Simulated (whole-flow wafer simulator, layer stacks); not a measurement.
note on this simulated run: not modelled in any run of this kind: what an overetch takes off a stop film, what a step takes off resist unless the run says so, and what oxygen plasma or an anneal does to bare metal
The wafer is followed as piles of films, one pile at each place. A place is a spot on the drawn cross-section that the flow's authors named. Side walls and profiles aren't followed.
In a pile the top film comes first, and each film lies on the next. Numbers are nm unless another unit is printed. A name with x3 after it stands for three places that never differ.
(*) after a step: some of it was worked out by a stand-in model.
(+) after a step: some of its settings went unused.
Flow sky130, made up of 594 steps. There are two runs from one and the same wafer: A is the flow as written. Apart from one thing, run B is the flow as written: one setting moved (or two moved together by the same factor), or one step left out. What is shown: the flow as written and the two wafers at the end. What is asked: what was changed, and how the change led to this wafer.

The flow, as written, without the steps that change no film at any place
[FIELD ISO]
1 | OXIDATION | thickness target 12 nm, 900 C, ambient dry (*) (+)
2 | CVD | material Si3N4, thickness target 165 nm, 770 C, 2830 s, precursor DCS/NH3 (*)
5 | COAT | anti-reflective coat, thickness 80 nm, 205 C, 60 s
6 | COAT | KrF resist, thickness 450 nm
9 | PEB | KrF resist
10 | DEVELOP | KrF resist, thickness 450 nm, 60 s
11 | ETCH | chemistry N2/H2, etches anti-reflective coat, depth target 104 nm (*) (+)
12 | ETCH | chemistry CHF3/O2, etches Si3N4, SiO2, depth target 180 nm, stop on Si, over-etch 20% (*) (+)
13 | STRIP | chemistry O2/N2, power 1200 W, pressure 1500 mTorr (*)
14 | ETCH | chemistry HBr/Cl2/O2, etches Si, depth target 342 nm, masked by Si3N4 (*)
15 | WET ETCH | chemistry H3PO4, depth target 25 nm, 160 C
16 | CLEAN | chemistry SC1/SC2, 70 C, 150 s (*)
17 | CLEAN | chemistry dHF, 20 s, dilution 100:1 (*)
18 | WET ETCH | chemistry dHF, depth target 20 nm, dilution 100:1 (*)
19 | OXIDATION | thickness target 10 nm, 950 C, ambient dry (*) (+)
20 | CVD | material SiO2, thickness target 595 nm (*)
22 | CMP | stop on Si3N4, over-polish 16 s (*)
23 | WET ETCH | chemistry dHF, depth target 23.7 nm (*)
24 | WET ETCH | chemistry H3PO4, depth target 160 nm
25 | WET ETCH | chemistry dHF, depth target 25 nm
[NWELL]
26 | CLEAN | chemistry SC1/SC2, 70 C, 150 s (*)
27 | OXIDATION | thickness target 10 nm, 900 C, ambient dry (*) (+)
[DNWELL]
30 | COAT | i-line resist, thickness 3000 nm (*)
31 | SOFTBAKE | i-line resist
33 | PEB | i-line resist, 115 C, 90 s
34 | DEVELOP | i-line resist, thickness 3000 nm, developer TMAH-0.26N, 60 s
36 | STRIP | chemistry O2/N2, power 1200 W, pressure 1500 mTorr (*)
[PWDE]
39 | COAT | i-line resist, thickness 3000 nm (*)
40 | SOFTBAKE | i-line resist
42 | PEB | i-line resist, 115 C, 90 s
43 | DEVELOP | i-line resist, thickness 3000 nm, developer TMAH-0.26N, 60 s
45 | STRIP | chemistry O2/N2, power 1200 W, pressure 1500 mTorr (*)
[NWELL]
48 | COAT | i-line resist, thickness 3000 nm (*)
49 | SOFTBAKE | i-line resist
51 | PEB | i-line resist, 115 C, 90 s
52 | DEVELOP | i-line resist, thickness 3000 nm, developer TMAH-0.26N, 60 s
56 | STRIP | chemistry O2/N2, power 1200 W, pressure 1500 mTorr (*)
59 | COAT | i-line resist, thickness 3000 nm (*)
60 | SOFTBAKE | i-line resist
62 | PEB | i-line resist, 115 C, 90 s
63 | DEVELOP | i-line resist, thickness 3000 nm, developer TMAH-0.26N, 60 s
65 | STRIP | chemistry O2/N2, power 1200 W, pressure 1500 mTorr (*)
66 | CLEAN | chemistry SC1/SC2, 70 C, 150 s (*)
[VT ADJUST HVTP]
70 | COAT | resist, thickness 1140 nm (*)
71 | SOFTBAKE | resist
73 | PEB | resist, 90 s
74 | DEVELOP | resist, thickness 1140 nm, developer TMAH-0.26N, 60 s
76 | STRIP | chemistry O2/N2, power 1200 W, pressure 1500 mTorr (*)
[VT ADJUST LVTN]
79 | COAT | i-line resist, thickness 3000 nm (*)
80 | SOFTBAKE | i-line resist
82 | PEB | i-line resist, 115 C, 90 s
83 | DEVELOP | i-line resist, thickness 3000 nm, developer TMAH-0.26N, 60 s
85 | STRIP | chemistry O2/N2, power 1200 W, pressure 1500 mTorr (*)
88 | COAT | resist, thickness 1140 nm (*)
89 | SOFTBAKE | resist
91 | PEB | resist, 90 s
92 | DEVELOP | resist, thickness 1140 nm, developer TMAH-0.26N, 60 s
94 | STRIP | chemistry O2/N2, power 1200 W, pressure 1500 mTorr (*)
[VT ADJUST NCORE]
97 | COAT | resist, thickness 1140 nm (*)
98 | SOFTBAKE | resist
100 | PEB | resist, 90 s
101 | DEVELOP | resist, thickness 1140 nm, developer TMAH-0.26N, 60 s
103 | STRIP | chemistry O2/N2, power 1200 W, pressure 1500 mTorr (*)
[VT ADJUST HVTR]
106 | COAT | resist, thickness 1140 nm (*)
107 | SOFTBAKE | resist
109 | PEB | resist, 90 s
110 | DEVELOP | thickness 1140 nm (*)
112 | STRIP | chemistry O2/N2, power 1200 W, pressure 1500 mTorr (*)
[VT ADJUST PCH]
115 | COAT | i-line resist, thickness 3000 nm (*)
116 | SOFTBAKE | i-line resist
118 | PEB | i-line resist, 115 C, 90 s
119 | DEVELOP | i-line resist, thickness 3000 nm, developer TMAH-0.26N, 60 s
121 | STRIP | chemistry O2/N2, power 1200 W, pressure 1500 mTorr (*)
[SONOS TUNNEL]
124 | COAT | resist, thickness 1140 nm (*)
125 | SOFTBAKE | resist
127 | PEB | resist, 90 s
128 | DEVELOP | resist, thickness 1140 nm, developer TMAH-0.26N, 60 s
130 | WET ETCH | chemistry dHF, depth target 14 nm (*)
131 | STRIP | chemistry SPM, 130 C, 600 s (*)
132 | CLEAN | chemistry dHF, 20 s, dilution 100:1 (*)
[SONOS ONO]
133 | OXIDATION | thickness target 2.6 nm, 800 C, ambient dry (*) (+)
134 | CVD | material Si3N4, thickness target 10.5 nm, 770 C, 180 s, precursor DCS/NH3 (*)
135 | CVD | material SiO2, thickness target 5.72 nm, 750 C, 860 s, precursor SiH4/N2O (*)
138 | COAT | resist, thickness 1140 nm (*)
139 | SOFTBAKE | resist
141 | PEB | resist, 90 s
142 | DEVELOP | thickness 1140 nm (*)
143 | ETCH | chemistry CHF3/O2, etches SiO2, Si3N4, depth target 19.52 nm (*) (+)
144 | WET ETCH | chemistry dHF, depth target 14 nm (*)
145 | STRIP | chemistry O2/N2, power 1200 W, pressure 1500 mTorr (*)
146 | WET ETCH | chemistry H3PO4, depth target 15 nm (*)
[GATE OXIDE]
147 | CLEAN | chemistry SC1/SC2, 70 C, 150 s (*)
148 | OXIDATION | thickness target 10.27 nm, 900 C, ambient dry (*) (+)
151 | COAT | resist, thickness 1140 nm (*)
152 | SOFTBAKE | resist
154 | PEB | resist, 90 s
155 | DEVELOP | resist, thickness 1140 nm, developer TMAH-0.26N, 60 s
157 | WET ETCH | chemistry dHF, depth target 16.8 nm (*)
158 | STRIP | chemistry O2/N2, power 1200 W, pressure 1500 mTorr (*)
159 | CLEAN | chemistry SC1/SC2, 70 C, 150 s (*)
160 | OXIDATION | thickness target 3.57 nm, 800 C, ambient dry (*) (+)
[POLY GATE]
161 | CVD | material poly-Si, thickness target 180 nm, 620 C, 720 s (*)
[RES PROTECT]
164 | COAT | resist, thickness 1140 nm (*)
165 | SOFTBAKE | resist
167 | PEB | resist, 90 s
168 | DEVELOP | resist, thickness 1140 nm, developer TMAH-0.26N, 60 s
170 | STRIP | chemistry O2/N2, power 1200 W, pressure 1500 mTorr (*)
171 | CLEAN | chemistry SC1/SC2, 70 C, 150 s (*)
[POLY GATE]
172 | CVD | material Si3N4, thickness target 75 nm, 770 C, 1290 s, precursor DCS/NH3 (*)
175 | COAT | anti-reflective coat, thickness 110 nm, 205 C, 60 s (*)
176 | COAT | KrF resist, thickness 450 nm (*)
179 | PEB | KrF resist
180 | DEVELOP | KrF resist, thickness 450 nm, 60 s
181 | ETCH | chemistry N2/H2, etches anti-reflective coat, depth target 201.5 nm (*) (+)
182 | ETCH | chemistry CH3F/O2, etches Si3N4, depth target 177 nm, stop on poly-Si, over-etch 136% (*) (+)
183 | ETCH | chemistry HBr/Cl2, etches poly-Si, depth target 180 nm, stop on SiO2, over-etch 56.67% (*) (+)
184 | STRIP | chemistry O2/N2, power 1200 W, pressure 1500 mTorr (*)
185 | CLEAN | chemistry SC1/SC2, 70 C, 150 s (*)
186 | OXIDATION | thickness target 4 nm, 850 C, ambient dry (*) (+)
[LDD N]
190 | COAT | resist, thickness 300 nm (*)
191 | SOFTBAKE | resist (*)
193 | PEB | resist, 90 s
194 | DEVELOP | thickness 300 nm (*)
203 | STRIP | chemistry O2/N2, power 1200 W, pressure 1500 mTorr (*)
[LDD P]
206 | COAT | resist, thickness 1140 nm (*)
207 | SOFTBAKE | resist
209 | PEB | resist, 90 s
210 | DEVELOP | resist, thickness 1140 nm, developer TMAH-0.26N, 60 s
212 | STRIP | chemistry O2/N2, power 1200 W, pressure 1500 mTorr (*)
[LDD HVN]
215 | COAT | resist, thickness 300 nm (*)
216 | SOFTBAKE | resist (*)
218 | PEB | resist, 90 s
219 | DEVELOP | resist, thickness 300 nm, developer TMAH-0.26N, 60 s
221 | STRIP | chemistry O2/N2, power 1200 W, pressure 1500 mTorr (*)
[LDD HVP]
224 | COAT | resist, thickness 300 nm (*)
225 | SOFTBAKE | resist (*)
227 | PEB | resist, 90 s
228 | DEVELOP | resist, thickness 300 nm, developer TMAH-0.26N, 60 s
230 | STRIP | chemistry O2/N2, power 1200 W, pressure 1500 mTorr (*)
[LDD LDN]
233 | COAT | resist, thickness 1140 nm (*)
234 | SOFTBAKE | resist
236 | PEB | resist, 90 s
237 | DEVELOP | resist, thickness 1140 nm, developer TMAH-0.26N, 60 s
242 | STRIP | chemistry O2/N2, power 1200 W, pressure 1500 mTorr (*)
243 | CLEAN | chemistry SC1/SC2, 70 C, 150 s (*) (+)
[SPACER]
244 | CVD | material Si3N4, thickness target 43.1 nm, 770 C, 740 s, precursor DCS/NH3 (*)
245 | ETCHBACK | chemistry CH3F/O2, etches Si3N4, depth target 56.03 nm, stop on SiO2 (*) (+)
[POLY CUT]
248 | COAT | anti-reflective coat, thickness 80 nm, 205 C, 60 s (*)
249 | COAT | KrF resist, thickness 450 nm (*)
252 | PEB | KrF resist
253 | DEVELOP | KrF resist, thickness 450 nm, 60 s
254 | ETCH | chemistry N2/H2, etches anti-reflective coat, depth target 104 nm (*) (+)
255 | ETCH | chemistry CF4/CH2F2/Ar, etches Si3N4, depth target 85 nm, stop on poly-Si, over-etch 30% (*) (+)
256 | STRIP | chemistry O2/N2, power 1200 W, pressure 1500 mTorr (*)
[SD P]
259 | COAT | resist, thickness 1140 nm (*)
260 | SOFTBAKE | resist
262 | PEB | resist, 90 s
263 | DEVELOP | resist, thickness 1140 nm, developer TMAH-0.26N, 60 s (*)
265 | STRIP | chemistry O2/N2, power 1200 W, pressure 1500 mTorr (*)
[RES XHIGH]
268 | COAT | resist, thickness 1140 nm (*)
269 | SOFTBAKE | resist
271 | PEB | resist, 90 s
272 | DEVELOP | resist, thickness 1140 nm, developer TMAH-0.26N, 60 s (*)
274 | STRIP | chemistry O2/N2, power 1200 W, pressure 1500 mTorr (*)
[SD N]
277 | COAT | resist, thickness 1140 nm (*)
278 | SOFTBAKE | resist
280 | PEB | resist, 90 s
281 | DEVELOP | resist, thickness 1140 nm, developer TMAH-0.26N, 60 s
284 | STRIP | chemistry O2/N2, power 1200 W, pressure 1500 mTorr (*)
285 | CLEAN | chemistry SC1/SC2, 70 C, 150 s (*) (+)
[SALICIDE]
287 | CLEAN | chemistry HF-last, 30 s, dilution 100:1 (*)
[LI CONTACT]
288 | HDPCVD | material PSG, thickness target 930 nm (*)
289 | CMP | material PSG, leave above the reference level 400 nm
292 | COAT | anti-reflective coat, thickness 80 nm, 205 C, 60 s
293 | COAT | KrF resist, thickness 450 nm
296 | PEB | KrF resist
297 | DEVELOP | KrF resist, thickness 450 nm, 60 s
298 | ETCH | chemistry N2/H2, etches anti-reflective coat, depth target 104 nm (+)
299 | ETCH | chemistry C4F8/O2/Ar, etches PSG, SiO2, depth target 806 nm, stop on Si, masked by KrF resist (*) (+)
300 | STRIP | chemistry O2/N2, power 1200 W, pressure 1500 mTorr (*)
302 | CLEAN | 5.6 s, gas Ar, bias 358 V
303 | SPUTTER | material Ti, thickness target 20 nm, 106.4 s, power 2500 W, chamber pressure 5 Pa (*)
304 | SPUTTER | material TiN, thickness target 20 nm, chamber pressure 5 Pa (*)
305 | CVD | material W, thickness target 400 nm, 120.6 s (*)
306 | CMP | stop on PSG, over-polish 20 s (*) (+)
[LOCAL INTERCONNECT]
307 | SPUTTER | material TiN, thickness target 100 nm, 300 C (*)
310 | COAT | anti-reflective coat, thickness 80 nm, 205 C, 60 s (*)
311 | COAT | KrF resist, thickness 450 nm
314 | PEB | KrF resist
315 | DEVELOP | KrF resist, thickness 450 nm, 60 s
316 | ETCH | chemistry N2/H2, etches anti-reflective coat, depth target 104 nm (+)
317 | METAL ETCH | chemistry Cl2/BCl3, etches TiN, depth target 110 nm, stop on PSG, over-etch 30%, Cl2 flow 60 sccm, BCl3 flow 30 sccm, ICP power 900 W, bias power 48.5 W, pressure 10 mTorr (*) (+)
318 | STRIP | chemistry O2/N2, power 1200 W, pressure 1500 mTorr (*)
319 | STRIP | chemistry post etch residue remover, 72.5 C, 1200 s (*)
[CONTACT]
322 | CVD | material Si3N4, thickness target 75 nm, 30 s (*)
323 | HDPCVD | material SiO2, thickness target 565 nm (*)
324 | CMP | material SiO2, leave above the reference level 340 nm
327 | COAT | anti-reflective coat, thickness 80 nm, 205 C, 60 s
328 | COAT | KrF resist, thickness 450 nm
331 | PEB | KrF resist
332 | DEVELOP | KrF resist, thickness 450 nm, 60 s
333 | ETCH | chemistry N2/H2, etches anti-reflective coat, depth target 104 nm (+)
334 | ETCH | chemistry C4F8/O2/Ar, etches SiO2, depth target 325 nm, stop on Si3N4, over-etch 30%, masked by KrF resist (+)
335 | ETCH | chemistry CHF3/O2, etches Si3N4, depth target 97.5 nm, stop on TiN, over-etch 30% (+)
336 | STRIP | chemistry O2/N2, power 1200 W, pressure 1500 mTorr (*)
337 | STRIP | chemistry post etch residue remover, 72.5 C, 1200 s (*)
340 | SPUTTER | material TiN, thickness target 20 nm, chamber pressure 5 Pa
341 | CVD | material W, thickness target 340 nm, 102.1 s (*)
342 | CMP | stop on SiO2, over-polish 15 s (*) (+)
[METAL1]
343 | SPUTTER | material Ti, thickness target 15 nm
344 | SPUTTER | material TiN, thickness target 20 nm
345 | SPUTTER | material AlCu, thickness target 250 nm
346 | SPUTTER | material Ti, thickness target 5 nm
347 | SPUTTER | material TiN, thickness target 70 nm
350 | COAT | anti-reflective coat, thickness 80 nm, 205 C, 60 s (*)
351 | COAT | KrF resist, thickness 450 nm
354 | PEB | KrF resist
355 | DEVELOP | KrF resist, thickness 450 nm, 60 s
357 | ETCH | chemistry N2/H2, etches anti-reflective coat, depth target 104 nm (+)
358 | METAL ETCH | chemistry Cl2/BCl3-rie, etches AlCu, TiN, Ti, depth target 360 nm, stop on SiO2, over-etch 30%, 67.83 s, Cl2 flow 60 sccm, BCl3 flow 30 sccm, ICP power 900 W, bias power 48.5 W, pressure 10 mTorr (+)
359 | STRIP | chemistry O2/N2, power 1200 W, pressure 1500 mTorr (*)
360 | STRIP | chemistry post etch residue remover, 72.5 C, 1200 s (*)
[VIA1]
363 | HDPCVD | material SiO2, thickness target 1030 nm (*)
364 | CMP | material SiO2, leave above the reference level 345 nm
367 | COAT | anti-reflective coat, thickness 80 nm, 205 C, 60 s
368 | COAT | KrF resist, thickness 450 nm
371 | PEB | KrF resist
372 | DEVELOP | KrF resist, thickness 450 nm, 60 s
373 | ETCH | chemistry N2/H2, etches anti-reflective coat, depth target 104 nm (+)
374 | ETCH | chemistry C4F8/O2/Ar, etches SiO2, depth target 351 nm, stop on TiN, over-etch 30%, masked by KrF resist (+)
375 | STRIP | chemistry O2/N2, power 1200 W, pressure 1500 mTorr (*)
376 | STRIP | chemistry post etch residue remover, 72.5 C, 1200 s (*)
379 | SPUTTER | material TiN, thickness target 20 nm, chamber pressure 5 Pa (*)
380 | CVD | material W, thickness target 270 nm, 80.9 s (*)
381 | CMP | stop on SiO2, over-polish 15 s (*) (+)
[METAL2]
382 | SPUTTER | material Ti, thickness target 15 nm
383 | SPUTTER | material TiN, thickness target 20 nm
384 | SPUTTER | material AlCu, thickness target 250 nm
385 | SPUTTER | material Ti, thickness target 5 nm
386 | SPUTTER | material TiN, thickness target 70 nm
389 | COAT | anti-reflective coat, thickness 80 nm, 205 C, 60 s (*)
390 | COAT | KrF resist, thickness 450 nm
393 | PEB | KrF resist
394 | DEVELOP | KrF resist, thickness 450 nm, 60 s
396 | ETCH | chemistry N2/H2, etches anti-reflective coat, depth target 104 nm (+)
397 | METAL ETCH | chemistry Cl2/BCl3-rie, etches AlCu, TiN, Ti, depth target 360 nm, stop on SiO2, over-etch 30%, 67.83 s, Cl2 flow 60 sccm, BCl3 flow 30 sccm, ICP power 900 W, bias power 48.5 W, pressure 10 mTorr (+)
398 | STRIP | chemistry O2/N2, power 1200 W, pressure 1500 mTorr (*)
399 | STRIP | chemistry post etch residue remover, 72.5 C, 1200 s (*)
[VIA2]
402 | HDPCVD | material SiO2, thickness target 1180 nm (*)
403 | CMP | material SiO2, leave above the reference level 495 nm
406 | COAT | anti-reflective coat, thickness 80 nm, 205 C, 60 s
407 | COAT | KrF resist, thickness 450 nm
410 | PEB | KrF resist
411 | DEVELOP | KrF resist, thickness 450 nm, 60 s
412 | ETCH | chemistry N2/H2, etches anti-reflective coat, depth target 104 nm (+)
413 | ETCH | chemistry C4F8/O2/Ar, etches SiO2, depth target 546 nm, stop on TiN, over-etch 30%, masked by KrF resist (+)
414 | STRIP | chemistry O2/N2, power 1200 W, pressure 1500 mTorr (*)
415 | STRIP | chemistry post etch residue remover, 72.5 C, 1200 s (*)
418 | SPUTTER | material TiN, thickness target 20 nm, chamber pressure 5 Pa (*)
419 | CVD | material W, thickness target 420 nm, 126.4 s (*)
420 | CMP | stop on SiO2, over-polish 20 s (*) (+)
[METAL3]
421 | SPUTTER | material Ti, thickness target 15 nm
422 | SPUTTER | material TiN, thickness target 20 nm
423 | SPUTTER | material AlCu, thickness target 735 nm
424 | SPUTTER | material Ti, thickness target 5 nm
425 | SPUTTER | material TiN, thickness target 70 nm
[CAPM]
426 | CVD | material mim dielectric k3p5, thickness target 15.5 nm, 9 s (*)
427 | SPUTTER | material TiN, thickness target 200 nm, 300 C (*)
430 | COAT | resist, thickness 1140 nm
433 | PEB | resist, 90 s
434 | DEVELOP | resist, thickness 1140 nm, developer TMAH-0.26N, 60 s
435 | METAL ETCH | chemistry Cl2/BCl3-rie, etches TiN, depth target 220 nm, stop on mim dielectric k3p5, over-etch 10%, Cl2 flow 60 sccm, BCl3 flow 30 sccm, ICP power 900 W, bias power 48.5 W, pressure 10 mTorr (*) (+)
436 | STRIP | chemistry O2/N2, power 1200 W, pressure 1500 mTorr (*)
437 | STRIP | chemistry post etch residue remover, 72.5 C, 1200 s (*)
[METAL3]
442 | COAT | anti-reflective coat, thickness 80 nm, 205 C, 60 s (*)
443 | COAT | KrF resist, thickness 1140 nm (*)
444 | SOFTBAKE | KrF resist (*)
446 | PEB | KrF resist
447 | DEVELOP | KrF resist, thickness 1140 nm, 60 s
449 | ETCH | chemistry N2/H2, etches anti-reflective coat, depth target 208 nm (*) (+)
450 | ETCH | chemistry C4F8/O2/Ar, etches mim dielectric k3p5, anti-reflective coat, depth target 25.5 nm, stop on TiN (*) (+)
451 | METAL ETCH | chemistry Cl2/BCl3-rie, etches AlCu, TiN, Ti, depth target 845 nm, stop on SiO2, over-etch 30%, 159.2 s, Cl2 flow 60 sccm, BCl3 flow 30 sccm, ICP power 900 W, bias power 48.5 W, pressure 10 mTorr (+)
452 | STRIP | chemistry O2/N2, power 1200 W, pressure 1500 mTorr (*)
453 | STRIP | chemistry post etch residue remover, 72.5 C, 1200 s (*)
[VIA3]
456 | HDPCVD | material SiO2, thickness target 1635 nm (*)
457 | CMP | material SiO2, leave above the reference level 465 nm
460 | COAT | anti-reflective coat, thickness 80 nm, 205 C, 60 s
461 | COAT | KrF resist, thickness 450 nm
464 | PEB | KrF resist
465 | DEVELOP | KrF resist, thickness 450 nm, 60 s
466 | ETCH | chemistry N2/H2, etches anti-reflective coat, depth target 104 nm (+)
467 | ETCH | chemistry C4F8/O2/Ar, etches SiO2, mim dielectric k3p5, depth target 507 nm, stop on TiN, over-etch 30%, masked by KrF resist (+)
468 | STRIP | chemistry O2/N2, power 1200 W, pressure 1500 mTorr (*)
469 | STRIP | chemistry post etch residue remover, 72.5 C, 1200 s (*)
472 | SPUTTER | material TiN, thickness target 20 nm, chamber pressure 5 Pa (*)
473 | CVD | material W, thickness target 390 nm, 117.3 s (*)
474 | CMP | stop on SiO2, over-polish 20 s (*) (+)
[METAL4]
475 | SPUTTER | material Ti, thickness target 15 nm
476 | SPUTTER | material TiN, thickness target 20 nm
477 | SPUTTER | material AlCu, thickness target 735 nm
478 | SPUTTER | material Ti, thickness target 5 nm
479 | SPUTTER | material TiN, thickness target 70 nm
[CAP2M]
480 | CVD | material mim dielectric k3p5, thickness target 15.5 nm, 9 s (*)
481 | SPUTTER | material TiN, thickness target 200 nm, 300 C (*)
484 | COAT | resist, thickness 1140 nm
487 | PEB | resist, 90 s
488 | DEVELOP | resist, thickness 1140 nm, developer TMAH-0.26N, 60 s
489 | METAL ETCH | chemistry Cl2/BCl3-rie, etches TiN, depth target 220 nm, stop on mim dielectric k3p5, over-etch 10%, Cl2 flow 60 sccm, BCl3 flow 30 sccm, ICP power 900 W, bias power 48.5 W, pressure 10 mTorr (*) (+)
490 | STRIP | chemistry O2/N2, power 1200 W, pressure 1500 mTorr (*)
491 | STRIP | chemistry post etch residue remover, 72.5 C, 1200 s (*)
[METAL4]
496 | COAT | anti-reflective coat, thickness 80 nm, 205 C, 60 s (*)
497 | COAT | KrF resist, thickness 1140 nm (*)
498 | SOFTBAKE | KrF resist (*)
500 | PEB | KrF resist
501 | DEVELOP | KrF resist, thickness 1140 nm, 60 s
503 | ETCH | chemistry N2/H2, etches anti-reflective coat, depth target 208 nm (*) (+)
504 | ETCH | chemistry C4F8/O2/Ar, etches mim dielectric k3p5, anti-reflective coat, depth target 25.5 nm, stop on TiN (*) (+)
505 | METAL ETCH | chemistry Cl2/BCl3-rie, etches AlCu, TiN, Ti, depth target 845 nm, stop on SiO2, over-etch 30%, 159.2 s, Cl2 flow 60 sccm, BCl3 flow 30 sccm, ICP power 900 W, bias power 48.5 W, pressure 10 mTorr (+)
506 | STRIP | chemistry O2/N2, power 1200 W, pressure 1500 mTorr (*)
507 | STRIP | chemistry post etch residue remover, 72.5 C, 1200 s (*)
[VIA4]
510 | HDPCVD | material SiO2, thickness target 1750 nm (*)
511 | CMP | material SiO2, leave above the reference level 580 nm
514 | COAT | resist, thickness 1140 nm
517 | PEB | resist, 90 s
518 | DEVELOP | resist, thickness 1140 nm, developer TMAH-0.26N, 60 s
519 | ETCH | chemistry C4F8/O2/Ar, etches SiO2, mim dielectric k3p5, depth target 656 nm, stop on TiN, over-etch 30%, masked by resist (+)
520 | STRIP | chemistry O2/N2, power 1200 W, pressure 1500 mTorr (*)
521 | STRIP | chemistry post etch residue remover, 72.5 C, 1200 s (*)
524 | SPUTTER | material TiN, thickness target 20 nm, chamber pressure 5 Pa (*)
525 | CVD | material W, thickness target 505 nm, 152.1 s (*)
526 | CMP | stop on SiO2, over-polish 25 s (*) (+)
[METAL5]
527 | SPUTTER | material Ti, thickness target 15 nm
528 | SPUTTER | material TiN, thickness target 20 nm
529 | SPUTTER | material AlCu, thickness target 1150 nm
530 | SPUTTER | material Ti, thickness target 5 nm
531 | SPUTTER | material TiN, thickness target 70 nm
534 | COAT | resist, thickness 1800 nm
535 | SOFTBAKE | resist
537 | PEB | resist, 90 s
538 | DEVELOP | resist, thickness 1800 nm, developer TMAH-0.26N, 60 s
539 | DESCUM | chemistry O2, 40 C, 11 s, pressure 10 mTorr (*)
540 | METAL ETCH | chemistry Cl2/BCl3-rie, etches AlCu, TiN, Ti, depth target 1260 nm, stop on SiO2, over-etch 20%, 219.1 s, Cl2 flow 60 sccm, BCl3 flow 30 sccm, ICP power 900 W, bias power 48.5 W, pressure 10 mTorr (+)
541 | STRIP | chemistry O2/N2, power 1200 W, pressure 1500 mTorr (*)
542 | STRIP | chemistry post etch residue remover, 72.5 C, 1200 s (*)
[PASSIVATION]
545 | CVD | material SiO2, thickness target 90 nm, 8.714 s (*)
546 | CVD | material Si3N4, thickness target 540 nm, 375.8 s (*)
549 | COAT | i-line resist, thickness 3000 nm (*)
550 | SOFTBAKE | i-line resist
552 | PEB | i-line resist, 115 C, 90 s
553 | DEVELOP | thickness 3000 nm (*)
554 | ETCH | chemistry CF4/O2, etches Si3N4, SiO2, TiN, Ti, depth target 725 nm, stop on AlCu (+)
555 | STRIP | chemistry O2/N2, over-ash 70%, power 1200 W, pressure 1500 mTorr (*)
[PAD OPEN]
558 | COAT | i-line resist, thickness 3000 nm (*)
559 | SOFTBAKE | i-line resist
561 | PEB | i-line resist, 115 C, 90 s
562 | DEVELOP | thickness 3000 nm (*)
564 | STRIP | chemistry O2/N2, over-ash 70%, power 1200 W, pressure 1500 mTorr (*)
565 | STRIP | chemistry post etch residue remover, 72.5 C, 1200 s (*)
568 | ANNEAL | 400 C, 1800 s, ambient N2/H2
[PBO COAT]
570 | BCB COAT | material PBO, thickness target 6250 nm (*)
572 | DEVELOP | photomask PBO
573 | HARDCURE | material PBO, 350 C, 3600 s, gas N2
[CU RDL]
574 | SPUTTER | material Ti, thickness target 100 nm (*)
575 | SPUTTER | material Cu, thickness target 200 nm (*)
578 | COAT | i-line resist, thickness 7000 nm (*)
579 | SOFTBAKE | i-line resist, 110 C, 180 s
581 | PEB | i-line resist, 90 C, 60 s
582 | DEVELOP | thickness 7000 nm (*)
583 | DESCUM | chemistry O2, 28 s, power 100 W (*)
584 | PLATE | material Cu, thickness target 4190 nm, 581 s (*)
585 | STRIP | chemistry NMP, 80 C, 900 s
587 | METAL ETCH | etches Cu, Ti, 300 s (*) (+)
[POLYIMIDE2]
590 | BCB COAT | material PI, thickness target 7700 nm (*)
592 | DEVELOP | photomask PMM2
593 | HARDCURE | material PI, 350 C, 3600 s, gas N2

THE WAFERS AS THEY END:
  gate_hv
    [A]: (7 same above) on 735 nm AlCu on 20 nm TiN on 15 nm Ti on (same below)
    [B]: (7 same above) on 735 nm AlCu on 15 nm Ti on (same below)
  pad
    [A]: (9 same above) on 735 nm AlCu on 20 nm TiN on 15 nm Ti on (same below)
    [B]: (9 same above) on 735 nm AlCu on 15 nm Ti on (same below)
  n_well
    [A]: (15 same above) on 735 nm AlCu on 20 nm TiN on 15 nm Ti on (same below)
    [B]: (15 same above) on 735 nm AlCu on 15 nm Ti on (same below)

The reason: step 476, SPUTTER: material TiN, thickness target 20 nm, was not run.

The path from the change to this, step by step:
  505 | METAL ETCH | chemistry Cl2/BCl3-rie, etches AlCu, TiN, Ti, depth target 845 nm, stop on SiO2, over-etch 30%, 159.2 s, Cl2 flow 60 sccm, BCl3 flow 30 sccm, ICP power 900 W, bias power 48.5 W, pressure 10 mTorr (+)
      field, active, gate and 70 more: A -70 TiN (all of it), -5 Ti (all of it), -735 AlCu (all of it), -20 TiN (all of it), -15 Ti (all of it), -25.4 SiO2 | B -70 TiN (all of it), -5 Ti (all of it), -735 AlCu (all of it), -15 Ti (all of it), -27.4 SiO2
      vpp_iso1, mim_edge_plate, m1_ln and 12 more: A -70 TiN (all of it), -5 Ti (all of it), -735 AlCu (all of it), -20 TiN (all of it), -15 Ti (all of it), -25.3 SiO2 | B -70 TiN (all of it), -5 Ti (all of it), -735 AlCu (all of it), -15 Ti (all of it), -27.3 SiO2
  511 | CMP | material SiO2, leave above the reference level 580 nm
      field, active, gate and 76 more: A -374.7 SiO2 | B -392.7 SiO2
      iso_guard__w1, mim_edge_gap, vpp_l1ln and 6 more: A -374.6 SiO2 | B -392.6 SiO2
